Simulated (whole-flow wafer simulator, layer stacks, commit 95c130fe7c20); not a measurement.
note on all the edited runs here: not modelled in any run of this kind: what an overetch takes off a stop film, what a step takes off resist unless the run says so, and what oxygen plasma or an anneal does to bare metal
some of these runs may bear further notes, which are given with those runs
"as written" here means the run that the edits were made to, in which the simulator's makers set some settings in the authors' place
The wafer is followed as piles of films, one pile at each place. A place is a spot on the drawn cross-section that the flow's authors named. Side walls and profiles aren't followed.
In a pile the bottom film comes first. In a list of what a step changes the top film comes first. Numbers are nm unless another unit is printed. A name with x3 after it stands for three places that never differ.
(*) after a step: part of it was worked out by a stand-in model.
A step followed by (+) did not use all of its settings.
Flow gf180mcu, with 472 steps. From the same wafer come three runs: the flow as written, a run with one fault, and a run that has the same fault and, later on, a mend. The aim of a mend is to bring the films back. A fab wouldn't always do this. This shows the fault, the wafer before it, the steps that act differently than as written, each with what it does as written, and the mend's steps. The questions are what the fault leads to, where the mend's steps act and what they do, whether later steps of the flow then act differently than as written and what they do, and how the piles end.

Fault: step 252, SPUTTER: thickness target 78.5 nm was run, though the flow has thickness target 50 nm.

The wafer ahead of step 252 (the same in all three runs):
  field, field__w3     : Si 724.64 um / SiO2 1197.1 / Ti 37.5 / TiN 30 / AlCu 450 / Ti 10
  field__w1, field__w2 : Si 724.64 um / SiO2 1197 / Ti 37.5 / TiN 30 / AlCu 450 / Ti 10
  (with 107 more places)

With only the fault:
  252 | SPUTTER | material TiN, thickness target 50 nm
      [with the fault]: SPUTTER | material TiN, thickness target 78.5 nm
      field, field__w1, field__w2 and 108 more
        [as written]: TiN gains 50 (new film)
        [with the fault]: TiN gains 78.5 (new film)
  Steps further on in the flow that do not act as written (not shown: 3 more steps that differ only slightly, by at most 2% or 0.5 nm, whichever is larger):
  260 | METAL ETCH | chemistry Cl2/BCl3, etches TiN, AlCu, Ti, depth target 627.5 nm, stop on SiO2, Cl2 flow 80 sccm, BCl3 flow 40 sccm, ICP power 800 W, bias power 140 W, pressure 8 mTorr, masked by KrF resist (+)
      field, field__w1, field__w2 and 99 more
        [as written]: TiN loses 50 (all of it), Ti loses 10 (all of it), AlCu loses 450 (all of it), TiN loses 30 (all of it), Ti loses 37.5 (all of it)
        [with the fault]: TiN loses 78.5 (all of it), Ti loses 10 (all of it), AlCu loses 450 (all of it), TiN loses 30 (all of it), Ti loses 37.5 (all of it)
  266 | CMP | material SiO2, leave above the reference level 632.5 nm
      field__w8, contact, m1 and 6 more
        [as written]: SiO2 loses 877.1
        [with the fault]: SiO2 loses 905.6
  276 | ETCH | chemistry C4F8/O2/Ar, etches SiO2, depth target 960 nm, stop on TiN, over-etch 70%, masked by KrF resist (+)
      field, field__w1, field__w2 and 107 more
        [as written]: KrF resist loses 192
        [with the fault]: KrF resist loses 184.9
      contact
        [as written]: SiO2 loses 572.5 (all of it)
        [with the fault]: SiO2 loses 544 (all of it)
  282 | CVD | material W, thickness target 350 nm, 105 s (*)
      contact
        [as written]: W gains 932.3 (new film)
        [with the fault]: W gains 903.5 (new film)
  At field__w8, contact, m1 and 6 more, the piles at the end differ from the flow's by more than 2% or 0.5 nm, whichever is larger.
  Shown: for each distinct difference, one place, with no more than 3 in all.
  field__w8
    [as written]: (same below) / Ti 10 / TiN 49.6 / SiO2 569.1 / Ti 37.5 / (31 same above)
    [with the fault]: (same below) / Ti 10 / TiN 78.1 / SiO2 540.6 / Ti 37.5 / (31 same above)
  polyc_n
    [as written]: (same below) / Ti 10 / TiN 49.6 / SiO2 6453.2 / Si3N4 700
    [with the fault]: (same below) / Ti 10 / TiN 78.1 / SiO2 6424.7 / Si3N4 700
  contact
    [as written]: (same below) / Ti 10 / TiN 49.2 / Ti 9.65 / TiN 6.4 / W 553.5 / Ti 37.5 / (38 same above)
    [with the fault]: (same below) / Ti 10 / TiN 77.7 / Ti 9.81 / TiN 6.51 / W 524.7 / Ti 37.5 / (38 same above)

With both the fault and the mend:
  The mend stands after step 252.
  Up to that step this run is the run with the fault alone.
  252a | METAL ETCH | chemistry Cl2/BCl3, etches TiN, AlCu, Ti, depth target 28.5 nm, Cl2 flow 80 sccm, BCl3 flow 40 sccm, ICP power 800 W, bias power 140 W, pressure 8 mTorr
      field, field__w1, field__w2 and 108 more
        TiN loses 28.5
  Later steps of the flow that are run all act as written at every place that is followed.
  By the end, the piles equal the flow's at every place that both follow.
